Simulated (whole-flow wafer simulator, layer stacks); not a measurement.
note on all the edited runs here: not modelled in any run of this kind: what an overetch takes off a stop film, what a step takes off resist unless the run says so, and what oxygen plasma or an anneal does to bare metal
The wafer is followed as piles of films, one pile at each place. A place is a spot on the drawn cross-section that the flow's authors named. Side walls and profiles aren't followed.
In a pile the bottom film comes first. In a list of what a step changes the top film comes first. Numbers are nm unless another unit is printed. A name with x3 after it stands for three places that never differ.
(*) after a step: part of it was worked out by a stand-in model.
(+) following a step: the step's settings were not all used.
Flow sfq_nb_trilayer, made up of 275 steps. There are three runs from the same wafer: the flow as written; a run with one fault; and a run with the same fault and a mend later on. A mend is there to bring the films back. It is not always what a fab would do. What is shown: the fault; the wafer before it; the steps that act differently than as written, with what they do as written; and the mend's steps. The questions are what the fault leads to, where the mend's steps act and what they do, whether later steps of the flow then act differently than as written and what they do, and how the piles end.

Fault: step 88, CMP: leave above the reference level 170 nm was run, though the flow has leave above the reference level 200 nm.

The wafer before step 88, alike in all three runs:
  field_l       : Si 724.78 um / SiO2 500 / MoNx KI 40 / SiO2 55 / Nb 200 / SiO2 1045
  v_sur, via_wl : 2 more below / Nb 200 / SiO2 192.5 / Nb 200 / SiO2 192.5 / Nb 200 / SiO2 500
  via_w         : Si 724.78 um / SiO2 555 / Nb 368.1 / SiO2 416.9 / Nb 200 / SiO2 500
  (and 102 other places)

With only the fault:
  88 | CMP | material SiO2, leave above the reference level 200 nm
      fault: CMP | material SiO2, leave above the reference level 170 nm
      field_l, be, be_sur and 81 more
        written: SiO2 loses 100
        fault: SiO2 loses 130
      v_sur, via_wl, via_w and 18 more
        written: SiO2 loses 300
        fault: SiO2 loses 330
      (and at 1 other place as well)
  Steps further on in the flow that do not act as written (not shown: 4 more steps that differ only slightly, by at most 2% or 0.5 nm, whichever is larger):
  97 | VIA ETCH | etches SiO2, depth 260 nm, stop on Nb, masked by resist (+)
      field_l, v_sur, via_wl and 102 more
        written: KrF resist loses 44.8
        fault: KrF resist loses 43.9
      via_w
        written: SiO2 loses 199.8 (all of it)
        fault: SiO2 loses 169.8 (all of it)
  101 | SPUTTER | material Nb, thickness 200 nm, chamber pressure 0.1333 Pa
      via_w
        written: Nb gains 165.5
        fault: Nb gains 172.1
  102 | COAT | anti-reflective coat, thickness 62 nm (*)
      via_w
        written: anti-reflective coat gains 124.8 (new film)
        fault: anti-reflective coat gains 116.6 (new film)
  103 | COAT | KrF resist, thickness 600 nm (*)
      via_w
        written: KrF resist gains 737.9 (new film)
        fault: KrF resist gains 713.9 (new film)
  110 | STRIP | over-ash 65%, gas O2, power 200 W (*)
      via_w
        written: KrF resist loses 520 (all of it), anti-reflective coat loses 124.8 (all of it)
        fault: KrF resist loses 496 (all of it), anti-reflective coat loses 116.6 (all of it)
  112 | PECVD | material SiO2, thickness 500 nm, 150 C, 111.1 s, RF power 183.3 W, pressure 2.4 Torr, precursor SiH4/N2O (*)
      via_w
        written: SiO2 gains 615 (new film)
        fault: SiO2 gains 553.9 (new film)
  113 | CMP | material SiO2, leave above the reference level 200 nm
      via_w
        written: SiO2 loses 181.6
        fault: SiO2 loses 157.1
  The piles end different from the flow's at v_sur, via_wl, via_w and 36 more by more than 2% or 0.5 nm, whichever is larger.
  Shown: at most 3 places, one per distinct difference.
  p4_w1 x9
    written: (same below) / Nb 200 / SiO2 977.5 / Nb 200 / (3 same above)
    fault: (same below) / Nb 200 / SiO2 947.5 / Nb 200 / (3 same above)
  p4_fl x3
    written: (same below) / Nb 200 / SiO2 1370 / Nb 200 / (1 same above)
    fault: (same below) / Nb 200 / SiO2 1340 / Nb 200 / (1 same above)
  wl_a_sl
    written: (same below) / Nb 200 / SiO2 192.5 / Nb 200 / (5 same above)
    fault: (same below) / Nb 200 / SiO2 162.5 / Nb 200 / (5 same above)

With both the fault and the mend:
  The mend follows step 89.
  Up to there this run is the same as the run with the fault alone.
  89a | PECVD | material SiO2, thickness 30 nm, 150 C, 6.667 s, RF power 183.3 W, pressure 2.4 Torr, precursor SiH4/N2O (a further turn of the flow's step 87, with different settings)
      field_l, v_sur, via_wl and 103 more
        SiO2 gains 30
  Later steps of the flow that are run all act as written at every place that is followed, up to a difference of at most 2% or 0.5 nm, whichever is larger.
  The piles end the same as the flow's at every place that both follow.
